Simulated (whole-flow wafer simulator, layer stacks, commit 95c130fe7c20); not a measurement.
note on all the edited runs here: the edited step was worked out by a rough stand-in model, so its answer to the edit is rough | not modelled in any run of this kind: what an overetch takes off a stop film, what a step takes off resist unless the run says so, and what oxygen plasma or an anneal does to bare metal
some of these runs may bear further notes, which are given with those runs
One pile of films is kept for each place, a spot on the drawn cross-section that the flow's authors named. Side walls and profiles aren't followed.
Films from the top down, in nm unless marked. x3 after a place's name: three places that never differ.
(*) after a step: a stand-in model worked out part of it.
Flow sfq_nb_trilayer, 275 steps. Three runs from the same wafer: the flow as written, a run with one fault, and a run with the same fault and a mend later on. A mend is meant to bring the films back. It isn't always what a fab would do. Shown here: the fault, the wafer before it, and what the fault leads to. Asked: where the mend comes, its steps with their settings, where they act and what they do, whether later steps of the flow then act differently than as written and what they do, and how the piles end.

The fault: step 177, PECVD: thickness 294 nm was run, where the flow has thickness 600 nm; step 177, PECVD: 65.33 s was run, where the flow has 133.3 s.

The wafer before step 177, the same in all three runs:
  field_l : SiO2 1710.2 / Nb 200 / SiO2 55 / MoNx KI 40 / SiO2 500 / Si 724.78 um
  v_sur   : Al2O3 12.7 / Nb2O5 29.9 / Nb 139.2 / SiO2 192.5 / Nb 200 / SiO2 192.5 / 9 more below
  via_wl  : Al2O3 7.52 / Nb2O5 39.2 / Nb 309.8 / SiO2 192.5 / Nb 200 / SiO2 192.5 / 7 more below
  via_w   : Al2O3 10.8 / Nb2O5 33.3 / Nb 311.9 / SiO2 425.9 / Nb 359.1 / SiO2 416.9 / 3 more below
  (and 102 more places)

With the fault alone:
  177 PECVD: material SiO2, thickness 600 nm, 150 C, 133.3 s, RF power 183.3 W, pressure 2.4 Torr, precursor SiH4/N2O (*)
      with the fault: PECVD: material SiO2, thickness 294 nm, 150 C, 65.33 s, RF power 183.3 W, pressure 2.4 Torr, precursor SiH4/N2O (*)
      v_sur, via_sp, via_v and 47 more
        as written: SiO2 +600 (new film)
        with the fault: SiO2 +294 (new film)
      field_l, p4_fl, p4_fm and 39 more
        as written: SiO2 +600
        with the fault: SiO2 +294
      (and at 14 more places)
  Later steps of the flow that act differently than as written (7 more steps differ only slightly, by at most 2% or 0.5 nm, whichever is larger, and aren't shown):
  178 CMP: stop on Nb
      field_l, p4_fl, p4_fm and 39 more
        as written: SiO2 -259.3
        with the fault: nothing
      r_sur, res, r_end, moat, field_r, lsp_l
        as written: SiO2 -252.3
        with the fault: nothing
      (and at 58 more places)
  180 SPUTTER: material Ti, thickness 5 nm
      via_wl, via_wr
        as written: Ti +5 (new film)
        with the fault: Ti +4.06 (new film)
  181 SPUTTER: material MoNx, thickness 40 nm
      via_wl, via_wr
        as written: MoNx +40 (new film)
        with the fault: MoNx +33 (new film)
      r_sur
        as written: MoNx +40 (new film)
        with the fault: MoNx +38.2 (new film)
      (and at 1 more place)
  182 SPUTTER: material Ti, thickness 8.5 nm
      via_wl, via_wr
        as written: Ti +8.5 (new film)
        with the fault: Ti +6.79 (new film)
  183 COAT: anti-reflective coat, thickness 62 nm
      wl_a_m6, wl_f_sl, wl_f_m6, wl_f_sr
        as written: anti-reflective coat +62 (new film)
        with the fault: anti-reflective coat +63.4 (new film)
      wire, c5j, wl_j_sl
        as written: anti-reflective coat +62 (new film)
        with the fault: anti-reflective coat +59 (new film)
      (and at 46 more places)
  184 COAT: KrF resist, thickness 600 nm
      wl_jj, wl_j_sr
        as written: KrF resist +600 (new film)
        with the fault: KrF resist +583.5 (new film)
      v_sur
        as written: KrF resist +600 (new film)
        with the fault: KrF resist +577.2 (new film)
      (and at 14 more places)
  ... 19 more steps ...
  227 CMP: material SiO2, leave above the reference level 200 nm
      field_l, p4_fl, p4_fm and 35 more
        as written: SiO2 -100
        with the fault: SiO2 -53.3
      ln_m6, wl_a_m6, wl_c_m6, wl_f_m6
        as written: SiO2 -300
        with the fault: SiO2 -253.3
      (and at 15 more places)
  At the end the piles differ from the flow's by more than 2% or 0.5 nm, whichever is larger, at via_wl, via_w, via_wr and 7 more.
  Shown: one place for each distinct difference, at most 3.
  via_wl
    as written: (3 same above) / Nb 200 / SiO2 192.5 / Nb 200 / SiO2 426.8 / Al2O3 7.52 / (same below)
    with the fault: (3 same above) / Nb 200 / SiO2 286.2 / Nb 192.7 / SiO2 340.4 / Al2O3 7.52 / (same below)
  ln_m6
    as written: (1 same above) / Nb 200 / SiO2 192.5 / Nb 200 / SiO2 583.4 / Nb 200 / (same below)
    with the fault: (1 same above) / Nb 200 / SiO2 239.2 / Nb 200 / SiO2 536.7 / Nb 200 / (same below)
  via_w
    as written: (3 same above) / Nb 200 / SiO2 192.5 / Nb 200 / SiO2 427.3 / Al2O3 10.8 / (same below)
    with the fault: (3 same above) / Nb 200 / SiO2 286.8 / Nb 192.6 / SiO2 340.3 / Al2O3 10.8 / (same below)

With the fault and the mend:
  The mend comes after step 177.
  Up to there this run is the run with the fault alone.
  177a PECVD: material SiO2, thickness 306 nm, 150 C, 68 s, RF power 183.3 W, pressure 2.4 Torr, precursor SiH4/N2O (*) (the flow's step 177 once more, with other settings)
      field_l, v_sur, via_sp and 94 more
        SiO2 +306
      r_sur, res, r_end, moat, field_r, lsp_l
        SiO2 +302.6
      via_wl, via_w, via_wr
        SiO2 +291.7
  Later steps of the flow that act differently than as written:
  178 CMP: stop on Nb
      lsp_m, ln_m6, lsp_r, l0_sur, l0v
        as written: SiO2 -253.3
        with the mend: SiO2 -259.3
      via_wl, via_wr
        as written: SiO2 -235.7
        with the mend: SiO2 -206.3
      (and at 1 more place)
  At the end the piles are the same as the flow's at every place that both follow.
